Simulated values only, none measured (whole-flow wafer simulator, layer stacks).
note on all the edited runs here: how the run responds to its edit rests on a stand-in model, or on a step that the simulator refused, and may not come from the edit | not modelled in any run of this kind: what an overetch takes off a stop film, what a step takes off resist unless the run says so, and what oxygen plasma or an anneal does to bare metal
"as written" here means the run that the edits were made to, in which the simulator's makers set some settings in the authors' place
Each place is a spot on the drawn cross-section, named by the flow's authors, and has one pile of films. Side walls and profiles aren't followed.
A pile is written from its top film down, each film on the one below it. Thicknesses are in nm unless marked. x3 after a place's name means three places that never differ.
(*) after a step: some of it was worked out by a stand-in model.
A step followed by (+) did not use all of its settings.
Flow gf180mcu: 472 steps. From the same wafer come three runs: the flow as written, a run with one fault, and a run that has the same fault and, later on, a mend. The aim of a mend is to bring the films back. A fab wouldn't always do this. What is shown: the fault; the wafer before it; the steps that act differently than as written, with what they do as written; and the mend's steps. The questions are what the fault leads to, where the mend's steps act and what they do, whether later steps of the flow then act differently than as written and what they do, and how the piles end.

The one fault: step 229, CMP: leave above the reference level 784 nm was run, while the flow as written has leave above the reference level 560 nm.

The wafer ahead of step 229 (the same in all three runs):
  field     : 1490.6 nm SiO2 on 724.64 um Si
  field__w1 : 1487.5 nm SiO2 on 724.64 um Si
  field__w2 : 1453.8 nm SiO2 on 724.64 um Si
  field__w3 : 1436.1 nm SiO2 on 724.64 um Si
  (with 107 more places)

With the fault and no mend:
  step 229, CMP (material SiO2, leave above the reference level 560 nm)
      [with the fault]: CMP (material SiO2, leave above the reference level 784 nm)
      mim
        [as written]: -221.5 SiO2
        [with the fault]: nothing
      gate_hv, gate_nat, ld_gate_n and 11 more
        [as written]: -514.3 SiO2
        [with the fault]: -290.3 SiO2
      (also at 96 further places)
  Later steps of the flow acting differently than as written (not shown: 1 more step that differs only slightly, by at most 2% or 0.5 nm, whichever is larger):
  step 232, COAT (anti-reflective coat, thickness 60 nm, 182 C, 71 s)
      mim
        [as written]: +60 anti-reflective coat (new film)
        [with the fault]: +61.7 anti-reflective coat (new film)
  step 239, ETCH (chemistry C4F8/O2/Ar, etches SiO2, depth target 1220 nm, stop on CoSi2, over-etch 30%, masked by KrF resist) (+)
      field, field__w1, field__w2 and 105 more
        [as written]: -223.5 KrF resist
        [with the fault]: -244 KrF resist
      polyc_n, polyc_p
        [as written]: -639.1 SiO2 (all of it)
        [with the fault]: -863.1 SiO2 (all of it)
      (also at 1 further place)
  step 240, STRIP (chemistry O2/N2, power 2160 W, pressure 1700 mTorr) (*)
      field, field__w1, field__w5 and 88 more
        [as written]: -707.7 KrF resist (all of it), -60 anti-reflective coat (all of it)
        [with the fault]: -687.2 KrF resist (all of it), -60 anti-reflective coat (all of it)
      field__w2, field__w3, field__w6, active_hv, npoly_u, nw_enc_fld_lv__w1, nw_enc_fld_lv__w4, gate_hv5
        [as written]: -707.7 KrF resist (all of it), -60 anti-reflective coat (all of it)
        [with the fault]: -687.1 KrF resist (all of it), -60 anti-reflective coat (all of it)
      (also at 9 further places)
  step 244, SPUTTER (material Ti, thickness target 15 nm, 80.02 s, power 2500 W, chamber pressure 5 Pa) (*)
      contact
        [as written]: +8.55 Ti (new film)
        [with the fault]: +7.51 Ti (new film)
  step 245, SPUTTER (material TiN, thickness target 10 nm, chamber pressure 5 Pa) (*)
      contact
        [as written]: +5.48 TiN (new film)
        [with the fault]: +4.83 TiN (new film)
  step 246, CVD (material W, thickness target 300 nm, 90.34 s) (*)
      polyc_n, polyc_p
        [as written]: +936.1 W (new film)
        [with the fault]: +1160.1 W (new film)
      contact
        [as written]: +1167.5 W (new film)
        [with the fault]: +1393.2 W (new film)
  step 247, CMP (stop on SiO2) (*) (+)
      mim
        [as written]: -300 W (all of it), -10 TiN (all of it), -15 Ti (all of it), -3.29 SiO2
        [with the fault]: -300 W (all of it), -10 TiN (all of it), -15 Ti (all of it), -0.77 SiO2
  The piles end different from the flow's at field, field__w1, field__w2 and 109 more by more than 2% or 0.5 nm, whichever is larger.
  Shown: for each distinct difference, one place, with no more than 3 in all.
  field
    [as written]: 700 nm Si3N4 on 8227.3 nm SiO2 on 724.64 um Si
    [with the fault]: 700 nm Si3N4 on 8451.3 nm SiO2 on 724.64 um Si
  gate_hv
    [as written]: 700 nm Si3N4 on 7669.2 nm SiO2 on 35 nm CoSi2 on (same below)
    [with the fault]: 700 nm Si3N4 on 7893.2 nm SiO2 on 35 nm CoSi2 on (same below)
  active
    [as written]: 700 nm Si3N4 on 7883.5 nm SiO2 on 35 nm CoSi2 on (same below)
    [with the fault]: 700 nm Si3N4 on 8107.5 nm SiO2 on 35 nm CoSi2 on (same below)

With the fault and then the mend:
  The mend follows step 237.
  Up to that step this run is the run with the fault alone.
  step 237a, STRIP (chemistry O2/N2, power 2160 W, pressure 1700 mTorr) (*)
      field, field__w1, field__w5 and 90 more
        -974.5 KrF resist (all of it), -60 anti-reflective coat (all of it)
      field__w2, field__w3, field__w6, active_hv, nw_enc_fld_lv__w1, nw_enc_fld_lv__w4
        -974.4 KrF resist (all of it), -60 anti-reflective coat (all of it)
      contact, polyc_n, polyc_p
        -60 anti-reflective coat (all of it)
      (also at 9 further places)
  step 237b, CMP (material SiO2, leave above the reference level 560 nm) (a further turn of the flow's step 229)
      field, field__w1, field__w2 and 107 more
        -224 SiO2
      mim
        -221.5 SiO2
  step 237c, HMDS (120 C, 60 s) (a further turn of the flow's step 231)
      alters no film at any place that is followed
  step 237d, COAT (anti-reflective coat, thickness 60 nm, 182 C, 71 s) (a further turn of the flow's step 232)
      field, field__w1, field__w2 and 108 more
        +60 anti-reflective coat (new film)
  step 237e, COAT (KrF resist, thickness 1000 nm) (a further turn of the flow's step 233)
      field, field__w1, field__w2 and 108 more
        +1000 KrF resist (new film)
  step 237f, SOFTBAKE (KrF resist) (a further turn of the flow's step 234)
      alters no film at any place that is followed
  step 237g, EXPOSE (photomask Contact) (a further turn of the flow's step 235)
      alters no film at any place that is followed
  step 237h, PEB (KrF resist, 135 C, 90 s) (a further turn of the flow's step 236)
      field, field__w1, field__w2 and 108 more
        -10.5 KrF resist
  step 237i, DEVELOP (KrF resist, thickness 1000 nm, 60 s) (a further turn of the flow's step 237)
      field, field__w1, field__w2 and 105 more
        -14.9 KrF resist
      contact, polyc_n, polyc_p
        -989.5 KrF resist (all of it)
  None of the later steps of the flow acts differently than as written at any place that is followed.
  At every place that both follow, the piles at the end match the flow's.
